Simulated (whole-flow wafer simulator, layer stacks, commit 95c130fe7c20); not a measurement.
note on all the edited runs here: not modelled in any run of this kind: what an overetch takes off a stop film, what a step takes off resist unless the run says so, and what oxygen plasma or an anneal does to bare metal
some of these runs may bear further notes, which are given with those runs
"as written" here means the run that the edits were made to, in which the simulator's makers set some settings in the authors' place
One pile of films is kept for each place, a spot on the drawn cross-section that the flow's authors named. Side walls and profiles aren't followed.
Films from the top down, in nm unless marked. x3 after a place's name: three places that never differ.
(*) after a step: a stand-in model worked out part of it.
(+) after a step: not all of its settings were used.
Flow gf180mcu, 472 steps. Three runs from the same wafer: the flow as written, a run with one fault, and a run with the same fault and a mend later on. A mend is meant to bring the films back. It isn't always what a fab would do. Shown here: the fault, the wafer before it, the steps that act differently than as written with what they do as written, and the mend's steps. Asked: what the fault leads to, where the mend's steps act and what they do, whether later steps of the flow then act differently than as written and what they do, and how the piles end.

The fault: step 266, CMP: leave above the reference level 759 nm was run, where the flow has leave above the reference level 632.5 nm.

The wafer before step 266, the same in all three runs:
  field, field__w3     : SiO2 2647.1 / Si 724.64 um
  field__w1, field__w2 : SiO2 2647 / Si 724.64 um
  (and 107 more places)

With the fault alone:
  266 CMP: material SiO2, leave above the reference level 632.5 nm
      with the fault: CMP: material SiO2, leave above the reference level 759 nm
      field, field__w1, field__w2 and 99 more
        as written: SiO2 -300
        with the fault: SiO2 -173.5
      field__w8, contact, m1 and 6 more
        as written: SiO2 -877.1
        with the fault: SiO2 -750.6
  Later steps of the flow that act differently than as written (1 more step differs only slightly, by at most 2% or 0.5 nm, whichever is larger, and isn't shown):
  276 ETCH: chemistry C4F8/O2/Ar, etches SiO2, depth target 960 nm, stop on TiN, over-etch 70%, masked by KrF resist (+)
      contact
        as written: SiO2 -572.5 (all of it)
        with the fault: SiO2 -699 (all of it)
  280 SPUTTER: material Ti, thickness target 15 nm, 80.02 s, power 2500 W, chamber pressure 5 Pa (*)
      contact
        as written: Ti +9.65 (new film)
        with the fault: Ti +8.97 (new film)
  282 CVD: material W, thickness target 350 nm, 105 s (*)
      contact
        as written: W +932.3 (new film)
        with the fault: W +1059.9 (new film)
  At the end the piles differ from the flow's by more than 2% or 0.5 nm, whichever is larger, at field__w4, field__w8, contact, m1, m1__w1, mim, mim_1p0, m1_nw.
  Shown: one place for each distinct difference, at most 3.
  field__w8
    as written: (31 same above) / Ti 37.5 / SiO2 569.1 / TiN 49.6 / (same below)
    with the fault: (31 same above) / Ti 37.5 / SiO2 695.6 / TiN 49.6 / (same below)
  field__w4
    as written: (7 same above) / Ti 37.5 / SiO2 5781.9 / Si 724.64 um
    with the fault: (7 same above) / Ti 37.5 / SiO2 5908.4 / Si 724.64 um
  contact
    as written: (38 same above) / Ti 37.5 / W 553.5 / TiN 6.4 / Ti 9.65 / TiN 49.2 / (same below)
    with the fault: (38 same above) / Ti 37.5 / W 681.1 / TiN 5.95 / Ti 8.97 / TiN 49.2 / (same below)

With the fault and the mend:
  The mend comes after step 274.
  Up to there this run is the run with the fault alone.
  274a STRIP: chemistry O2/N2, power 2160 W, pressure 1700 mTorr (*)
      field, field__w1, field__w2 and 107 more
        KrF resist -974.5 (all of it), anti-reflective coat -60 (all of it)
      contact
        anti-reflective coat -60 (all of it)
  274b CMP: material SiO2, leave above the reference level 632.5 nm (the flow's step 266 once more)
      field, field__w1, field__w2 and 108 more
        SiO2 -126.5
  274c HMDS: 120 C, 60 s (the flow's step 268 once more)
      changes no film at any place that is followed
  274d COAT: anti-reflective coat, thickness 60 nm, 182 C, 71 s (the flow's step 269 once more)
      field, field__w1, field__w2 and 108 more
        anti-reflective coat +60 (new film)
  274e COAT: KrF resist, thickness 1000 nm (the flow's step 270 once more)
      field, field__w1, field__w2 and 108 more
        KrF resist +1000 (new film)
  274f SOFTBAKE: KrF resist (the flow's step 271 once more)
      changes no film at any place that is followed
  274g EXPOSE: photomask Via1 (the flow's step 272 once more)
      changes no film at any place that is followed
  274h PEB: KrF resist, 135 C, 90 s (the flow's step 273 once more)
      field, field__w1, field__w2 and 108 more
        KrF resist -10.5
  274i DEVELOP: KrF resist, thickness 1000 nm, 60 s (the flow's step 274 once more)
      field, field__w1, field__w2 and 107 more
        KrF resist -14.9
      contact
        KrF resist -989.5 (all of it)
  No later step of the flow acts differently than as written at any place that is followed.
  At the end the piles are the same as the flow's at every place that both follow.
